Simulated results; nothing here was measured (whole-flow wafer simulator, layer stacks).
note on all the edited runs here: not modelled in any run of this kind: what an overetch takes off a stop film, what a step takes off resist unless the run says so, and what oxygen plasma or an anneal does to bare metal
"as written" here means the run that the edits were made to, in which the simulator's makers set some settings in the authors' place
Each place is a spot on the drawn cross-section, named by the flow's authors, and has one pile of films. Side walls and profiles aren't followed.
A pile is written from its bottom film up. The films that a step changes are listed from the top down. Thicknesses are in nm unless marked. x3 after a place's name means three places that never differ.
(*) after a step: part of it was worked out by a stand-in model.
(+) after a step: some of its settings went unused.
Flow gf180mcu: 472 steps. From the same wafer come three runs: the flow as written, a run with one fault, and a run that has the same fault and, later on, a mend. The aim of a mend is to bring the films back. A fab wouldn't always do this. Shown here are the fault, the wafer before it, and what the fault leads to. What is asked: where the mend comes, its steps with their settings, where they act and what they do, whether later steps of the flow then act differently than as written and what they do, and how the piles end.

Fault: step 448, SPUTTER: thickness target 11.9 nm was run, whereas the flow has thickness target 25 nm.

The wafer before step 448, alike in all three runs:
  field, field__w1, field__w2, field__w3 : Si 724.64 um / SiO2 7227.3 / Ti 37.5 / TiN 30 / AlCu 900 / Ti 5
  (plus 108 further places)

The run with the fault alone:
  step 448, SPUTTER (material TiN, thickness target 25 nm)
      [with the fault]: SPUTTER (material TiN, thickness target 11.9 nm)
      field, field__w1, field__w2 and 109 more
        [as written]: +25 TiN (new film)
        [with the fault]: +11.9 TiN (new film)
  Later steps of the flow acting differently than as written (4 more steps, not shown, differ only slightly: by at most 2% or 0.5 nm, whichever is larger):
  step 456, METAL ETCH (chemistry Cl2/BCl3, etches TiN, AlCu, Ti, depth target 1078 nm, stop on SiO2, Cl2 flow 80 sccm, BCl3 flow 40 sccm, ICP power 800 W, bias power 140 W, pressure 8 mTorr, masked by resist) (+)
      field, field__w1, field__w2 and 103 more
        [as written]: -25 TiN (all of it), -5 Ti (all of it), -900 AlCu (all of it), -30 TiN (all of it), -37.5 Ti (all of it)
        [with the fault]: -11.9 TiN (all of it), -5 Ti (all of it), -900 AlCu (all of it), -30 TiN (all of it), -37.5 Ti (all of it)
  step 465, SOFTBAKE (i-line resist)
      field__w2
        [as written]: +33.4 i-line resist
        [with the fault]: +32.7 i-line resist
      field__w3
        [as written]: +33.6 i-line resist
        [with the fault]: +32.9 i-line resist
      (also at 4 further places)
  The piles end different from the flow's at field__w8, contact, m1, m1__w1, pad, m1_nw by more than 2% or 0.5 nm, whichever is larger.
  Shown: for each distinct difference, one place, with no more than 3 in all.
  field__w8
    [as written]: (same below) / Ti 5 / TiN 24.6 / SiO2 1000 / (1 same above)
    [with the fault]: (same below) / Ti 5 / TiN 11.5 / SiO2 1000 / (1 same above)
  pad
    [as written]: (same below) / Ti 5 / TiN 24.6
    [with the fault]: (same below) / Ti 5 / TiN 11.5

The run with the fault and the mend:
  The mend stands after step 455.
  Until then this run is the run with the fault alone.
  step 455a, STRIP (chemistry O2/N2, power 2160 W, pressure 1700 mTorr) (*)
      field__w8, contact, m1, m1__w1, pad, m1_nw
        -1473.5 resist (all of it)
  step 455b, SPUTTER (material TiN, thickness target 13.1 nm) (the flow's step 448, run once more with other settings)
      field, field__w1, field__w2 and 109 more
        +13.1 TiN
  step 455c, HMDS (120 C, 60 s) (the flow's step 450, run once more)
      leaves every film unchanged at each place that is followed
  step 455d, COAT (resist, thickness 1500 nm) (the flow's step 451, run once more)
      field, field__w1, field__w2 and 109 more
        +1500 resist (new film)
  step 455e, SOFTBAKE (resist) (the flow's step 452, run once more)
      leaves every film unchanged at each place that is followed
  step 455f, EXPOSE (photomask MetalTop) (the flow's step 453, run once more)
      leaves every film unchanged at each place that is followed
  step 455g, PEB (resist, 70.3 s) (the flow's step 454, run once more)
      field, field__w1, field__w2 and 109 more
        -26.5 resist
  step 455h, DEVELOP (thickness 1500 nm, 60 s) (the flow's step 455, run once more)
      field, field__w1, field__w2 and 103 more
        -1473.5 resist (all of it)
  Every later step of the flow that is run acts as written at every place that is followed.
  At every place that both follow, the piles at the end match the flow's.
